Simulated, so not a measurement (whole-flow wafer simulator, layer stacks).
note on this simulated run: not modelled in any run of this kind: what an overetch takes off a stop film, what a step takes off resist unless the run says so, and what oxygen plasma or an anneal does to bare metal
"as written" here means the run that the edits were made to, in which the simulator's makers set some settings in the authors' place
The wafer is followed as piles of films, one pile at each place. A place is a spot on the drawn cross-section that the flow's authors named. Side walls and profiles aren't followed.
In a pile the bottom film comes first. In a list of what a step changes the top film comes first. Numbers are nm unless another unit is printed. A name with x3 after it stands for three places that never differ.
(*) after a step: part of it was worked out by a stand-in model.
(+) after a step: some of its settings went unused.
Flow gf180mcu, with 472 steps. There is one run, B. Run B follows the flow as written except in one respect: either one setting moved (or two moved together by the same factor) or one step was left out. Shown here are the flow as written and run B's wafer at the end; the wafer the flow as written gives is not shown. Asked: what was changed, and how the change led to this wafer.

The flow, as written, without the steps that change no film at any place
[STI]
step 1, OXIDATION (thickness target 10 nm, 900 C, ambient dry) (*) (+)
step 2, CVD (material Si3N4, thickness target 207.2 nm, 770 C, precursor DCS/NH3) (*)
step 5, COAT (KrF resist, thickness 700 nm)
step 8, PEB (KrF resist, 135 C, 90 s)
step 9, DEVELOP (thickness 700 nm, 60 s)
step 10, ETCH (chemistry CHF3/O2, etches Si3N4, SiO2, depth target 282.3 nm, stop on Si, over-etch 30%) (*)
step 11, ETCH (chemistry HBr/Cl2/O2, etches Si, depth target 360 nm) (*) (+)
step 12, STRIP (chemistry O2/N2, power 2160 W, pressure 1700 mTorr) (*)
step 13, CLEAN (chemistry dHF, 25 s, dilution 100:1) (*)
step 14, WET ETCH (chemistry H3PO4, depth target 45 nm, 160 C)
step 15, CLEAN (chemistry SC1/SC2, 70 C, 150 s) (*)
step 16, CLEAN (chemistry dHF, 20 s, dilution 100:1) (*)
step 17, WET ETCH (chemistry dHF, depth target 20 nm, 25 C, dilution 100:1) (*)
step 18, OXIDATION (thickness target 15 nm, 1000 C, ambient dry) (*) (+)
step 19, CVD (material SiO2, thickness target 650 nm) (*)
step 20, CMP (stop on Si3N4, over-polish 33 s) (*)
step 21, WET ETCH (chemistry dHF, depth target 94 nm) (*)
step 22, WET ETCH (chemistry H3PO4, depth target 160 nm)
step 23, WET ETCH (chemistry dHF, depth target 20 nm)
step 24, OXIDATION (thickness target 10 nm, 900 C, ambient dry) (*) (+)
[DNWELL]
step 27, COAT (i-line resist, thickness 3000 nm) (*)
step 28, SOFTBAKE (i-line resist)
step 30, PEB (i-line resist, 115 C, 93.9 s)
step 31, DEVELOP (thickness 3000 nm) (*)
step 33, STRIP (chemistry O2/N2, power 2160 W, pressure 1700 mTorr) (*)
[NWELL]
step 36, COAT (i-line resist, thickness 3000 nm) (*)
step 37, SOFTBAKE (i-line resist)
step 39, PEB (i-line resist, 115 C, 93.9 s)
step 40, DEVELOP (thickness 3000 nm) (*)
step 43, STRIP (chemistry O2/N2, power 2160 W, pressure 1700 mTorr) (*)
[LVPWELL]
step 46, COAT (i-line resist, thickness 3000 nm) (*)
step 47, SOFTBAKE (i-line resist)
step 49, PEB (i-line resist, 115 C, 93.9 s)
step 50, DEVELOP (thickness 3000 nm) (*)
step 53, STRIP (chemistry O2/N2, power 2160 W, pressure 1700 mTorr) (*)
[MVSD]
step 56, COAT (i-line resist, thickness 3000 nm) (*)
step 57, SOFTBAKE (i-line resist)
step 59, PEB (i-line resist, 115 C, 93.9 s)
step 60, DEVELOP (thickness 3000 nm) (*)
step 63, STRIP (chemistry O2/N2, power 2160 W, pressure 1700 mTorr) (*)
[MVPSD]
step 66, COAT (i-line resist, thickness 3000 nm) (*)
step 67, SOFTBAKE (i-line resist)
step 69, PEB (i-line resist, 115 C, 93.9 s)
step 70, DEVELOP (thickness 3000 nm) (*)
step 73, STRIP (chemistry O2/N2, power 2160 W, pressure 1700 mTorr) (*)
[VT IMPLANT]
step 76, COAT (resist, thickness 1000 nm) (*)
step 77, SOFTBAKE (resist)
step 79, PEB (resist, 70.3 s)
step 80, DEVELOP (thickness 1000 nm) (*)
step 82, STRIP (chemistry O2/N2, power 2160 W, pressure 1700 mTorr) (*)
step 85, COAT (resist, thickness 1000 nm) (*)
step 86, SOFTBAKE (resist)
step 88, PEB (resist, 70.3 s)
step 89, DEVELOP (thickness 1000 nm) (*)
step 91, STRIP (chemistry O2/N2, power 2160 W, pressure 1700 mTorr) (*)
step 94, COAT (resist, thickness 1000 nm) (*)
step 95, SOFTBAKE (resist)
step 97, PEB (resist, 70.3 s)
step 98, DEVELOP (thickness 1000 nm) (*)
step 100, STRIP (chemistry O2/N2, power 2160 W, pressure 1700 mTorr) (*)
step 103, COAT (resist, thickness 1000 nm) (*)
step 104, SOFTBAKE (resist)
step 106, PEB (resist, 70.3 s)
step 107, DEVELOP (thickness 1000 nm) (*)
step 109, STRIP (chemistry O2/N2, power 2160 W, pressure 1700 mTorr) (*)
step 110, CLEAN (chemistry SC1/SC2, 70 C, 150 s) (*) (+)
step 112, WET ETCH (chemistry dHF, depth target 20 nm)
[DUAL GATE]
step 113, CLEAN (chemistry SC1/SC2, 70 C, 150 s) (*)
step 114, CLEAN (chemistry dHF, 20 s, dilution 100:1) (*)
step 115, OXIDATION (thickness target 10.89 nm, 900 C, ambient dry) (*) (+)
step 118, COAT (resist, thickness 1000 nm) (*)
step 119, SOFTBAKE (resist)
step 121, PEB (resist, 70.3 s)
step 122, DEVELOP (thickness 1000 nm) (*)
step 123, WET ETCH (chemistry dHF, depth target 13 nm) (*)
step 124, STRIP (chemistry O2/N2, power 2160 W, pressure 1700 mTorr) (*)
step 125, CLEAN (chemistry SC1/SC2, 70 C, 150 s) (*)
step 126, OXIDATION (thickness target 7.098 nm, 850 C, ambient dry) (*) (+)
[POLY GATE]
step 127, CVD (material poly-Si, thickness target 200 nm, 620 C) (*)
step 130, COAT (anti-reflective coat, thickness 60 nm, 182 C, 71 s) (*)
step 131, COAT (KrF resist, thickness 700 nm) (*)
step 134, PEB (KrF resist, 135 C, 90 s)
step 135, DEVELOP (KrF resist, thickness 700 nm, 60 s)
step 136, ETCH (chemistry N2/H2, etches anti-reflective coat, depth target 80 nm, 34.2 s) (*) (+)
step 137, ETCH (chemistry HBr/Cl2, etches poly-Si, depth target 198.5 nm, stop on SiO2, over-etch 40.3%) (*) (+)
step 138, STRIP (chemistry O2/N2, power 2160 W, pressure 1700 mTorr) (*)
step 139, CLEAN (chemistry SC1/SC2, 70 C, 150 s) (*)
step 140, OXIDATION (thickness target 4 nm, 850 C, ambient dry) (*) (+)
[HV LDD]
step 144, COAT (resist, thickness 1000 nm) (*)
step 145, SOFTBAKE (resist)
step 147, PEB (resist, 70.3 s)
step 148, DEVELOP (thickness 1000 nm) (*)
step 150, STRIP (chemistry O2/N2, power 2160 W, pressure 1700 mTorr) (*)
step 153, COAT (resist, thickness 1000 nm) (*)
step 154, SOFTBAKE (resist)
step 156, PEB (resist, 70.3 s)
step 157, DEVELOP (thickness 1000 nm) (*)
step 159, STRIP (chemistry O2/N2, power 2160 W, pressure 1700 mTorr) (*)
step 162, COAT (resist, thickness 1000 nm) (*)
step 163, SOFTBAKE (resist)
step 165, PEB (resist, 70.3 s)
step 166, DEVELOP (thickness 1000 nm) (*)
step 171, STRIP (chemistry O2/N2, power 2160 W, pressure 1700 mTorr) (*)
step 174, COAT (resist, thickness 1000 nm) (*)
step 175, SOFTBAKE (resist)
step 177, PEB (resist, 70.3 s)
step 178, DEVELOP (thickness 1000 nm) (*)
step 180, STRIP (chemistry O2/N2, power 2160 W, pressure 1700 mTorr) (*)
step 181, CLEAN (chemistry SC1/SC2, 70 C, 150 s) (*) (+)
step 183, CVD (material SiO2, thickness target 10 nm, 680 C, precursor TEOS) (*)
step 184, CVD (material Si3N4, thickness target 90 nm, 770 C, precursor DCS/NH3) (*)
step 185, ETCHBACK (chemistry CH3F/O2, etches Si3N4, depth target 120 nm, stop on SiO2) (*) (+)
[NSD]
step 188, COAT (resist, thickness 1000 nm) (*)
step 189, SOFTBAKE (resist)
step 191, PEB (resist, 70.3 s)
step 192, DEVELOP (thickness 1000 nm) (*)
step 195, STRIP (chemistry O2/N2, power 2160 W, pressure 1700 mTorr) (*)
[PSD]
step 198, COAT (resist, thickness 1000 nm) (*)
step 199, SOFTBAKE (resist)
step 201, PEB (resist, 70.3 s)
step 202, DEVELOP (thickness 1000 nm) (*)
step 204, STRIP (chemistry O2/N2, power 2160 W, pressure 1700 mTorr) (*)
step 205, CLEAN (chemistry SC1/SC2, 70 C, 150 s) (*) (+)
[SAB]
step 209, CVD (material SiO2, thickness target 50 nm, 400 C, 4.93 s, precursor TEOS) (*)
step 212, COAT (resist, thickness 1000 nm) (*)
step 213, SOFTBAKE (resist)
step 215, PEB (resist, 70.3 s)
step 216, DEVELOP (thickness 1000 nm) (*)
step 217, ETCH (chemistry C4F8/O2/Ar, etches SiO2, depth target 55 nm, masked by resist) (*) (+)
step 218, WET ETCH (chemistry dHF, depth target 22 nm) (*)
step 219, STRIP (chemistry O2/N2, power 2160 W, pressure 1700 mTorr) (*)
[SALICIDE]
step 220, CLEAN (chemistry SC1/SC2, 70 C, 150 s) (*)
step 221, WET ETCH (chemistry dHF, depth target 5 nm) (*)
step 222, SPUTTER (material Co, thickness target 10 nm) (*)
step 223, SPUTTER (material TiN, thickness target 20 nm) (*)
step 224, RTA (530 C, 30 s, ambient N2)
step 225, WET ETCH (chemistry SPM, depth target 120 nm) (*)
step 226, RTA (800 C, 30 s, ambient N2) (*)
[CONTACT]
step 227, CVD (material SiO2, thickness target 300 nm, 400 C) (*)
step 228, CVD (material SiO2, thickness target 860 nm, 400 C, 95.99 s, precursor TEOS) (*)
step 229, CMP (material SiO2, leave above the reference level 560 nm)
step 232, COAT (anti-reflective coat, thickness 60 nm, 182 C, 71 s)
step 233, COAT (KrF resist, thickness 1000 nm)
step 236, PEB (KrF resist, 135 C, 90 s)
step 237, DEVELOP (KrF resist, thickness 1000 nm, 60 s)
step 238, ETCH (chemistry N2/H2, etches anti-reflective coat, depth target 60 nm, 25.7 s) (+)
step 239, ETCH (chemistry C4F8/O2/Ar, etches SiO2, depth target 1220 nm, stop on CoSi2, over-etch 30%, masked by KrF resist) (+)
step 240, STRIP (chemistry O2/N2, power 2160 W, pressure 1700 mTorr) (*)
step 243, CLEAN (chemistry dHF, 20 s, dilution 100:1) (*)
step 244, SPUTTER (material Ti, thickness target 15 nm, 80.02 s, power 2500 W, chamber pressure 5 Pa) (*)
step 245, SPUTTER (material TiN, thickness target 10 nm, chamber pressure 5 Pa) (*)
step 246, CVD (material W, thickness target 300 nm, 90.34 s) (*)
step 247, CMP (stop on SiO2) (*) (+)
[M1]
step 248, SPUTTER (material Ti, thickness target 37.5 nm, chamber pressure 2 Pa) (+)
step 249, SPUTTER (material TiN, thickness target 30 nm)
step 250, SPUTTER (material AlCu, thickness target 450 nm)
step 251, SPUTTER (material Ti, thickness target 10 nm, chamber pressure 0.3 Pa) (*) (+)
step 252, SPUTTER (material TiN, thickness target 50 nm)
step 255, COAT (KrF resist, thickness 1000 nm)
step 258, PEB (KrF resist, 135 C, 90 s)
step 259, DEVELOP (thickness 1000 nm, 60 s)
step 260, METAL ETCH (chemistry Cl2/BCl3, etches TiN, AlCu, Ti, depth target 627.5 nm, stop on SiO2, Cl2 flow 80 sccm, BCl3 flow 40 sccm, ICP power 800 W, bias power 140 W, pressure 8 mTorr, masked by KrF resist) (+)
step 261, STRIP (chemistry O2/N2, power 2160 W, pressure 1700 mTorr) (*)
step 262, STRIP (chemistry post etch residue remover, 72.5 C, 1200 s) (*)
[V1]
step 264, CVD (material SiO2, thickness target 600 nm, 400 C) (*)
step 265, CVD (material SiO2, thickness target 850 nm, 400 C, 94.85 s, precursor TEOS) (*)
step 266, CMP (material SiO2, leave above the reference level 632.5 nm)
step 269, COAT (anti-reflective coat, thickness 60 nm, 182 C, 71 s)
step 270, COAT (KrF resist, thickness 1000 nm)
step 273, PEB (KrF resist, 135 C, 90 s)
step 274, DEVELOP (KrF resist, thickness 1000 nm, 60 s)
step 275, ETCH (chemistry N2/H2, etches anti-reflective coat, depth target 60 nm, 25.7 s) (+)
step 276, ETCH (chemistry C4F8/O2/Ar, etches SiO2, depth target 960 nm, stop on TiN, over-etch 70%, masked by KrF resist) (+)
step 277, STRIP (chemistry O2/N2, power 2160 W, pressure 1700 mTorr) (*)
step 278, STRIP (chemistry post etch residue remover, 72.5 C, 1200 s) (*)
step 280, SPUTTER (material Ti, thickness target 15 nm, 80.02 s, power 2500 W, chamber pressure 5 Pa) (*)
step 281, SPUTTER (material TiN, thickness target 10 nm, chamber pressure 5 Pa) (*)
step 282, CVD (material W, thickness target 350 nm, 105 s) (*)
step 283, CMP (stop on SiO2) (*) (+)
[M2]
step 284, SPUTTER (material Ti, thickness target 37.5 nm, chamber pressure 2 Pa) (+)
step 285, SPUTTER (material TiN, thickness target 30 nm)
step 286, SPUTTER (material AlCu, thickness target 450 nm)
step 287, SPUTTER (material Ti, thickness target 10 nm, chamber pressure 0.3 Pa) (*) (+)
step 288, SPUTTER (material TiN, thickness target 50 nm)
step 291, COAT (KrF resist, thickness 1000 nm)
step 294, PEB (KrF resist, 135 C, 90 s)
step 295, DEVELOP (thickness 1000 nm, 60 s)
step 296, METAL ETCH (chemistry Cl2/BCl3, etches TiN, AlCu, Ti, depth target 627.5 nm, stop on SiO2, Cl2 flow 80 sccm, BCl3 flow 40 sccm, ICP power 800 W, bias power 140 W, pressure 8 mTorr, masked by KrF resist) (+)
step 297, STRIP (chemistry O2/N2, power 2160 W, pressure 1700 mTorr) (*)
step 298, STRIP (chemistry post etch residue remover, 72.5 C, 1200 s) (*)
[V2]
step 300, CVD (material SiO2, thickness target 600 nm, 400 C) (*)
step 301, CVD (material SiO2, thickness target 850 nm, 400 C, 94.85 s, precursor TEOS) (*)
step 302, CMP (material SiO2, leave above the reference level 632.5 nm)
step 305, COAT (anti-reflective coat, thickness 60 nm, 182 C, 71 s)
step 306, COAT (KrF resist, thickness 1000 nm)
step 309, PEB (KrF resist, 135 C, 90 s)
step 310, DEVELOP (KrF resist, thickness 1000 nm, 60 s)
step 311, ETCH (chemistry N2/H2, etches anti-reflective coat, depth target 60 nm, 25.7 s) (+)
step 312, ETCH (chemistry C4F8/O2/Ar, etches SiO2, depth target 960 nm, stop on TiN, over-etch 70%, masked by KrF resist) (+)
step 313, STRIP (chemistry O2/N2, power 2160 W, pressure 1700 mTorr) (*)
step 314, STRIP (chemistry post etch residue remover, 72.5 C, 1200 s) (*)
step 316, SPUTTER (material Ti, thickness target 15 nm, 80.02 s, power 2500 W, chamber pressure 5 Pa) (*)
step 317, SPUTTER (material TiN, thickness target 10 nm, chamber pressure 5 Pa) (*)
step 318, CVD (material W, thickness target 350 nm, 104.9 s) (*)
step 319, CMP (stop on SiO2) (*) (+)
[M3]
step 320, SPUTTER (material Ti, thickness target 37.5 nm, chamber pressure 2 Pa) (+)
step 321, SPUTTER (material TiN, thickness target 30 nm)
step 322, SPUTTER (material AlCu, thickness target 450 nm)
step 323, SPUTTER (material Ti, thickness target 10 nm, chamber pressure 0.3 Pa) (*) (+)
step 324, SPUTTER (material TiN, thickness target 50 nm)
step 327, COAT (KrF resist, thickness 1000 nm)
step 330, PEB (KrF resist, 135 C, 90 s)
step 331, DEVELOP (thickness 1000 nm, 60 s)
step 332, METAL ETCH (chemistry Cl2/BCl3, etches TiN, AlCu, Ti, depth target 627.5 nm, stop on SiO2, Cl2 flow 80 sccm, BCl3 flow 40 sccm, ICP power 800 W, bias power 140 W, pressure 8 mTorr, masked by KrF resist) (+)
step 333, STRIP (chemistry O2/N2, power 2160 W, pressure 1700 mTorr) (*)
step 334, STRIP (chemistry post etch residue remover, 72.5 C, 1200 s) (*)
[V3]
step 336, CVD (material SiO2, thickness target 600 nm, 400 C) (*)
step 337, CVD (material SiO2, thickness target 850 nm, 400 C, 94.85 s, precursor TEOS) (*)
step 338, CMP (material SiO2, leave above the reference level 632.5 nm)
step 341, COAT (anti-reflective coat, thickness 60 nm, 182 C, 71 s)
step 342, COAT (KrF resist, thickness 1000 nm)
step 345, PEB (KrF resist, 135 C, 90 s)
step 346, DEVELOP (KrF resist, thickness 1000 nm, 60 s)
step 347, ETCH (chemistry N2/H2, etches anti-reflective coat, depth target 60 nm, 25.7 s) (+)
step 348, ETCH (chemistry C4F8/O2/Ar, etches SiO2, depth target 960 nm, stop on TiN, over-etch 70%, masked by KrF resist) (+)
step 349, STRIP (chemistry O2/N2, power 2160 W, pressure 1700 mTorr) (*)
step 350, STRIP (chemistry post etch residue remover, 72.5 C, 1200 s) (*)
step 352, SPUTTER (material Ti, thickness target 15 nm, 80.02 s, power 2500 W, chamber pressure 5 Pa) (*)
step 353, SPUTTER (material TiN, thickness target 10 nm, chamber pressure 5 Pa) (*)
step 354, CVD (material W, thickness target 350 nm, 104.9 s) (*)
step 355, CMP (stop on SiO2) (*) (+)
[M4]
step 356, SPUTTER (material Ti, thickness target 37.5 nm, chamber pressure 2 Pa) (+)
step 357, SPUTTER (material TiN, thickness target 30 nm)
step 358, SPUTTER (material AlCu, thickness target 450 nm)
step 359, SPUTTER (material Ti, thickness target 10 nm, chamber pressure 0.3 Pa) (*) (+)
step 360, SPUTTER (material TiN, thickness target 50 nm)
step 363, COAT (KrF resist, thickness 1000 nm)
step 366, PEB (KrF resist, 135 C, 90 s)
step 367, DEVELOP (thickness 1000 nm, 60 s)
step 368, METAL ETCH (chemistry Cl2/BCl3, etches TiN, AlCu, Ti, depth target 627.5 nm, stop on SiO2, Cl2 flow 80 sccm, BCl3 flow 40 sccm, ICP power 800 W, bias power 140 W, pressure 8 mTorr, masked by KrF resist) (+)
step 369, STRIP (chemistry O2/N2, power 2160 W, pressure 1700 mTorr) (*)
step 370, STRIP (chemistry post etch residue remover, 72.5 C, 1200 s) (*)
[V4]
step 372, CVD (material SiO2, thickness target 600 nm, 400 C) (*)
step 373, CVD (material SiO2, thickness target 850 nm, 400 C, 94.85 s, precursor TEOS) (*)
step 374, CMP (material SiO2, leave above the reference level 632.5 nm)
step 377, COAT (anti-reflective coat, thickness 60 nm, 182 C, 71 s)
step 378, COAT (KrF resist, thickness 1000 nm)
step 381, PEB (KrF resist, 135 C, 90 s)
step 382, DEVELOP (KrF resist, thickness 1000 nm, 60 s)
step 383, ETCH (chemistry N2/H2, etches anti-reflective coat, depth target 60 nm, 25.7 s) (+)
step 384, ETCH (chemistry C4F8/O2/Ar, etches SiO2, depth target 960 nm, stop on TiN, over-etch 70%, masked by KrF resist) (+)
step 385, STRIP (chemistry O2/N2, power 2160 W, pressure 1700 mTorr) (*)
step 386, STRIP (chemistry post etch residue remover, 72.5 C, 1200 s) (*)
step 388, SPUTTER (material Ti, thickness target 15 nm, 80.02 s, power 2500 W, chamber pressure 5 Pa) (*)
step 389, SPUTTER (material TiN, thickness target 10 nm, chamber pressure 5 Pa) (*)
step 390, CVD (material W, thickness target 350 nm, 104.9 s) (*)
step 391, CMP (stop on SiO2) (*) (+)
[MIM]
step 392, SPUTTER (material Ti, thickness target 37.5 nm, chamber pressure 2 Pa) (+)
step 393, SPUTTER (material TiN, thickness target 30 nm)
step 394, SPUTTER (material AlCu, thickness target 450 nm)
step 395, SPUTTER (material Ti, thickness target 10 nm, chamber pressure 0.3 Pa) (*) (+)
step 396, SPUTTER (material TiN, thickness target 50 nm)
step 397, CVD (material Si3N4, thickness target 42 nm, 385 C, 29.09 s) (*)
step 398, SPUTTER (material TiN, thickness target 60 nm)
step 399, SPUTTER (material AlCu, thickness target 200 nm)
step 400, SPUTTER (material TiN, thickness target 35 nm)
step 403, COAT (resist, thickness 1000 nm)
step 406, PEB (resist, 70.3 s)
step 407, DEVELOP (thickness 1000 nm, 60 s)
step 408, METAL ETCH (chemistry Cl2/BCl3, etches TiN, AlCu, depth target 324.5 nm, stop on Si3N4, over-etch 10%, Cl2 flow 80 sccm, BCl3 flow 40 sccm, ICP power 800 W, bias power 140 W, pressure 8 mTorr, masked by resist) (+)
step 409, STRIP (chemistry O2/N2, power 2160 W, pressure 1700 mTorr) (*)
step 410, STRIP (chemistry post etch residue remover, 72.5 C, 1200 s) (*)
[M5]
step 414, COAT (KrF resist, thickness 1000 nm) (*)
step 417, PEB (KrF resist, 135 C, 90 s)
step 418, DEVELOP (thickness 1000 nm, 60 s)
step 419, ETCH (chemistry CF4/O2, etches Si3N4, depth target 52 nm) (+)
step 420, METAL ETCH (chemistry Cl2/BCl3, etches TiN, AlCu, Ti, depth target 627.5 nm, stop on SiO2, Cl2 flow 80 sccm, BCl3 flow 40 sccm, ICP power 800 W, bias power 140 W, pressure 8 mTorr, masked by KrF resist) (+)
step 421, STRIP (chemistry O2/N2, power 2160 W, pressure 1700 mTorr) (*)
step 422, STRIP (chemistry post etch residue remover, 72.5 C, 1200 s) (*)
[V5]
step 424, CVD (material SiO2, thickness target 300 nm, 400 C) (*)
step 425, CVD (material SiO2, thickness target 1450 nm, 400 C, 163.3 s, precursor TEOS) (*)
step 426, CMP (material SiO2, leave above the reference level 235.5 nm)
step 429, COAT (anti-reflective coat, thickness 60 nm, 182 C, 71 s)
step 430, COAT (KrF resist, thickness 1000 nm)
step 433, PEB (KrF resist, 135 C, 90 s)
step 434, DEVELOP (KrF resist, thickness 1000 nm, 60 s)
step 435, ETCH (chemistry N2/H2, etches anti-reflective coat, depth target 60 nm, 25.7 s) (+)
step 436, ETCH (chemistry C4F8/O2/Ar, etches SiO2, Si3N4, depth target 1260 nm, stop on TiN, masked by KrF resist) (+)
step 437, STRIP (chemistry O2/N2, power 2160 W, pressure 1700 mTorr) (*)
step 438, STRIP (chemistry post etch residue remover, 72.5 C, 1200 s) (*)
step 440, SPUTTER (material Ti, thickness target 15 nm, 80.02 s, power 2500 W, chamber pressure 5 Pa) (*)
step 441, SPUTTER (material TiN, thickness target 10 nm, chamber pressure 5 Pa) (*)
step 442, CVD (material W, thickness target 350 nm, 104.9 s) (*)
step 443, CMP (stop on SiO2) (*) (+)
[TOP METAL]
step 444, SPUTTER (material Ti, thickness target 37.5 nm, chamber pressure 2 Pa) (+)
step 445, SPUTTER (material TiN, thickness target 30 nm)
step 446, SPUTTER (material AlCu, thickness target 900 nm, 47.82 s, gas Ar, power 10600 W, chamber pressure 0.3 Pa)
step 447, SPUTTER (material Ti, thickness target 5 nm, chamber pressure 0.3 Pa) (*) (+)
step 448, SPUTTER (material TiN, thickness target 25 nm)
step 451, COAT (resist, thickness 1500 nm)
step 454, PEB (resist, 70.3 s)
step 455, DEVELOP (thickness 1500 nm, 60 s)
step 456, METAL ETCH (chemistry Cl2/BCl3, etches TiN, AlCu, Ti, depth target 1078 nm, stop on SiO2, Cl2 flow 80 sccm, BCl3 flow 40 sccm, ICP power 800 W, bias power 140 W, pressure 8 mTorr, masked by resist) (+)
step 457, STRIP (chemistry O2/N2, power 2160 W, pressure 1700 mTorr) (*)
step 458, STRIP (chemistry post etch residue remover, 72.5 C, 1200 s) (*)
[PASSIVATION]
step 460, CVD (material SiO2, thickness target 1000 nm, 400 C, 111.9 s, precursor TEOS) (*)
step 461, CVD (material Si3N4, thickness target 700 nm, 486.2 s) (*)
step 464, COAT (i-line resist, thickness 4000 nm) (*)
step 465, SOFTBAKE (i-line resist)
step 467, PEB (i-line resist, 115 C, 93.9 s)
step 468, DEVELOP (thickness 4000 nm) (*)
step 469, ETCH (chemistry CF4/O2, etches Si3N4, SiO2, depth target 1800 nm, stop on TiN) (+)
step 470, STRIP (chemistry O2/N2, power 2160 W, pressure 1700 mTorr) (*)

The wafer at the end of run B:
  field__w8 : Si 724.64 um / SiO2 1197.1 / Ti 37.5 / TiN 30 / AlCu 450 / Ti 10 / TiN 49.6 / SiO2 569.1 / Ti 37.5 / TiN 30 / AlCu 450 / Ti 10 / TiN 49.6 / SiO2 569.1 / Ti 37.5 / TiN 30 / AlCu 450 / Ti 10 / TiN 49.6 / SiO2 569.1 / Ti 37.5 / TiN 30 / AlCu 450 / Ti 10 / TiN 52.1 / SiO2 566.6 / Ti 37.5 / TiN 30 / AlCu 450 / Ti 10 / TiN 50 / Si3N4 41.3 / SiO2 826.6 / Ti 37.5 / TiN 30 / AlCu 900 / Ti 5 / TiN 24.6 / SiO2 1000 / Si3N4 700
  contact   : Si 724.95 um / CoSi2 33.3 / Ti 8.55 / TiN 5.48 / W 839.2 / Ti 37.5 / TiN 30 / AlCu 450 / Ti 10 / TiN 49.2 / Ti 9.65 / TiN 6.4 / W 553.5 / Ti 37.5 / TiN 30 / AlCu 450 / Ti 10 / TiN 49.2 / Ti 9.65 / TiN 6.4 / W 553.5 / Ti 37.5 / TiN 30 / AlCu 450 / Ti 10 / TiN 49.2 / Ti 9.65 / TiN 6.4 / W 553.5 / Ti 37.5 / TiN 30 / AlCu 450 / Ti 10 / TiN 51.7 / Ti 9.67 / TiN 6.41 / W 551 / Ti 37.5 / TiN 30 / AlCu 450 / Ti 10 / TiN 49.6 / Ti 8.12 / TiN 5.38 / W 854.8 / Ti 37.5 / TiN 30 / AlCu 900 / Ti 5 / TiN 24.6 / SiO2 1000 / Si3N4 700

The reason: step 360, SPUTTER: thickness target 52.5 nm was run, while the flow as written has thickness target 50 nm.

The path from the change to this, step by step:
  step 360, SPUTTER (material TiN, thickness target 50 nm)
      field, field__w1, field__w2 and 108 more: TiN gains 52.5 (new film) (in the flow as written it would be: TiN gains 50 (new film))
  step 368, METAL ETCH (chemistry Cl2/BCl3, etches TiN, AlCu, Ti, depth target 627.5 nm, stop on SiO2, Cl2 flow 80 sccm, BCl3 flow 40 sccm, ICP power 800 W, bias power 140 W, pressure 8 mTorr, masked by KrF resist) (+)
      field, field__w1, field__w2 and 103 more: TiN loses 52.5 (all of it), Ti loses 10 (all of it), AlCu loses 450 (all of it), TiN loses 30 (all of it), Ti loses 37.5 (all of it) (in the flow as written it would be: TiN loses 50 (all of it), Ti loses 10 (all of it), AlCu loses 450 (all of it), TiN loses 30 (all of it), Ti loses 37.5 (all of it))
